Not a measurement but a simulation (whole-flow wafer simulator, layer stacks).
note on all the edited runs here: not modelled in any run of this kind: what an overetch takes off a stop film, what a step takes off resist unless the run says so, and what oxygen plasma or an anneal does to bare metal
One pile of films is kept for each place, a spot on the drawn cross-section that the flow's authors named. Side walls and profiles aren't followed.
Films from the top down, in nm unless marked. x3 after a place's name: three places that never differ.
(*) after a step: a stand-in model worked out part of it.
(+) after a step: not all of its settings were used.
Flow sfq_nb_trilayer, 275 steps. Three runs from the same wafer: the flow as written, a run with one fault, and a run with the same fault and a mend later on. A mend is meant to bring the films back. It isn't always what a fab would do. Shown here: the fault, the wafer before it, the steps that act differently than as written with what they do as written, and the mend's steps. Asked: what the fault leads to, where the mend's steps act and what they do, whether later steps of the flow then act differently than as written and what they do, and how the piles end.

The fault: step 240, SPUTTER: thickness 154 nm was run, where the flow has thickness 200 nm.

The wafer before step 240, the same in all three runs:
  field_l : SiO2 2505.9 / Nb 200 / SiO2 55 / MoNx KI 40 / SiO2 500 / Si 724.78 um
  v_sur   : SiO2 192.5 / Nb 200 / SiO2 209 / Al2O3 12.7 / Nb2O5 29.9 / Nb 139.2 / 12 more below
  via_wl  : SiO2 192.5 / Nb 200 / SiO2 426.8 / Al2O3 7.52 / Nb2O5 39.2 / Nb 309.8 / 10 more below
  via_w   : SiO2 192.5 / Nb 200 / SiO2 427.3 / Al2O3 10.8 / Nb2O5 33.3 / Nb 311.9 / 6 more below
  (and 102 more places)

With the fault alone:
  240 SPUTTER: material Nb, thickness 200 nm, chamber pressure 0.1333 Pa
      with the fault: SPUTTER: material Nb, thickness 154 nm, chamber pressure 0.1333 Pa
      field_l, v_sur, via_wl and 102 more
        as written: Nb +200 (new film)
        with the fault: Nb +154 (new film)
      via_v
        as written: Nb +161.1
        with the fault: Nb +123.9
  Later steps of the flow that act differently than as written (2 more steps differ only slightly, by at most 2% or 0.5 nm, whichever is larger, and aren't shown):
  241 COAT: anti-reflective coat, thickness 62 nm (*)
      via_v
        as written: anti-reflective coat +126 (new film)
        with the fault: anti-reflective coat +123.2 (new film)
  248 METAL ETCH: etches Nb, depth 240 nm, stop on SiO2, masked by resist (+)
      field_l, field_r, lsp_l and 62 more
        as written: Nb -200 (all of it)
        with the fault: Nb -154 (all of it)
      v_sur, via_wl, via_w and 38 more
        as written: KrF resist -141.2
        with the fault: KrF resist -135.9
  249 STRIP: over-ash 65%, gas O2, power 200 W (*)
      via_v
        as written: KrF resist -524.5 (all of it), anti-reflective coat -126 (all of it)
        with the fault: KrF resist -524.7 (all of it), anti-reflective coat -123.2 (all of it)
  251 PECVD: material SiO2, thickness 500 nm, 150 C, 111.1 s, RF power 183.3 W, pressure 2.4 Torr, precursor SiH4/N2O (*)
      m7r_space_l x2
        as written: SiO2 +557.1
        with the fault: SiO2 +511.1
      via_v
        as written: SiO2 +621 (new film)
        with the fault: SiO2 +607.3 (new film)
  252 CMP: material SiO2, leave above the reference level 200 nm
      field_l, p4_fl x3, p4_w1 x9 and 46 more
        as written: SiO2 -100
        with the fault: SiO2 -146
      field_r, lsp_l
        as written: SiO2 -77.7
        with the fault: SiO2 -128.8
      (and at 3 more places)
  At the end the piles differ from the flow's by more than 2% or 0.5 nm, whichever is larger, at v_sur, via_wl, via_w and 86 more.
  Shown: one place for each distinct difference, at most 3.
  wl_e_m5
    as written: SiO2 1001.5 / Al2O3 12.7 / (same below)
    with the fault: SiO2 955.5 / Al2O3 12.7 / (same below)
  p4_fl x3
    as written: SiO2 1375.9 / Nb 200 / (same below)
    with the fault: SiO2 1329.9 / Nb 200 / (same below)
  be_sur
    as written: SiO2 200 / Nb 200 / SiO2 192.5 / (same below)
    with the fault: SiO2 200 / Nb 154 / SiO2 192.5 / (same below)

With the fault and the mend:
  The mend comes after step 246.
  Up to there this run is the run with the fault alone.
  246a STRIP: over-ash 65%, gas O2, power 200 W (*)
      p4_fl x3, p4_w1 x9, p4_g1 x2 and 46 more
        anti-reflective coat -62 (all of it)
      wl_j_sl, wl_jj, wl_j_sr and 14 more
        KrF resist -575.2 (all of it), anti-reflective coat -62 (all of it)
      field_r, lsp_l, l0_sur, l0v
        anti-reflective coat -61.8 (all of it)
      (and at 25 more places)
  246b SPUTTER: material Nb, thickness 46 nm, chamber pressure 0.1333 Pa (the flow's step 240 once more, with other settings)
      field_l, v_sur, via_wl and 102 more
        Nb +46
      via_v
        Nb +33.9
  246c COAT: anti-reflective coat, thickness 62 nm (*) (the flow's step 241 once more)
      p4_fl x3, p4_w1 x9, p4_g1 x2 and 63 more
        anti-reflective coat +62 (new film)
      moat, field_r, lsp_l and 6 more
        anti-reflective coat +61.8 (new film)
      be_r, r_sur, res, r_end
        anti-reflective coat +61.7 (new film)
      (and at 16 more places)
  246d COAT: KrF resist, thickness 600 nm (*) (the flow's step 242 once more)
      p4_fl x3, p4_w1 x9, p4_g1 x2 and 63 more
        KrF resist +600 (new film)
      field_r, lsp_l, ln_m5, lsp_m, ln_m6, l0v
        KrF resist +599.5 (new film)
      r_end, moat
        KrF resist +599.4 (new film)
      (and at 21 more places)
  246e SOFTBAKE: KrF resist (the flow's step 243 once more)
      changes no film at any place that is followed
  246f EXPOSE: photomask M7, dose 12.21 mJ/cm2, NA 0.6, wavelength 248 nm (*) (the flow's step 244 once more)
      changes no film at any place that is followed
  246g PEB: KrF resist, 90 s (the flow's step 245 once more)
      field_l, v_sur, via_wl and 97 more
        KrF resist -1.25
      via_w, via_wr, wire, be
        KrF resist -1.24
      via_sp
        KrF resist -1.23
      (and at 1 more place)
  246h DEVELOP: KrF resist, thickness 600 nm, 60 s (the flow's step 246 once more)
      p4_fl x3, p4_w1 x9, p4_g1 x2 and 46 more
        KrF resist -598.7 (all of it)
      v_sur, via_wl, via_w and 38 more
        KrF resist -23.5
      field_r, lsp_l
        KrF resist -598.2 (all of it)
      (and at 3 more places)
  No later step of the flow acts differently than as written, at any place that is followed, by more than 2% or 0.5 nm, whichever is larger.
  At the end the piles differ from the flow's only slightly at the places that both follow, by at most 2% or 0.5 nm, whichever is larger.
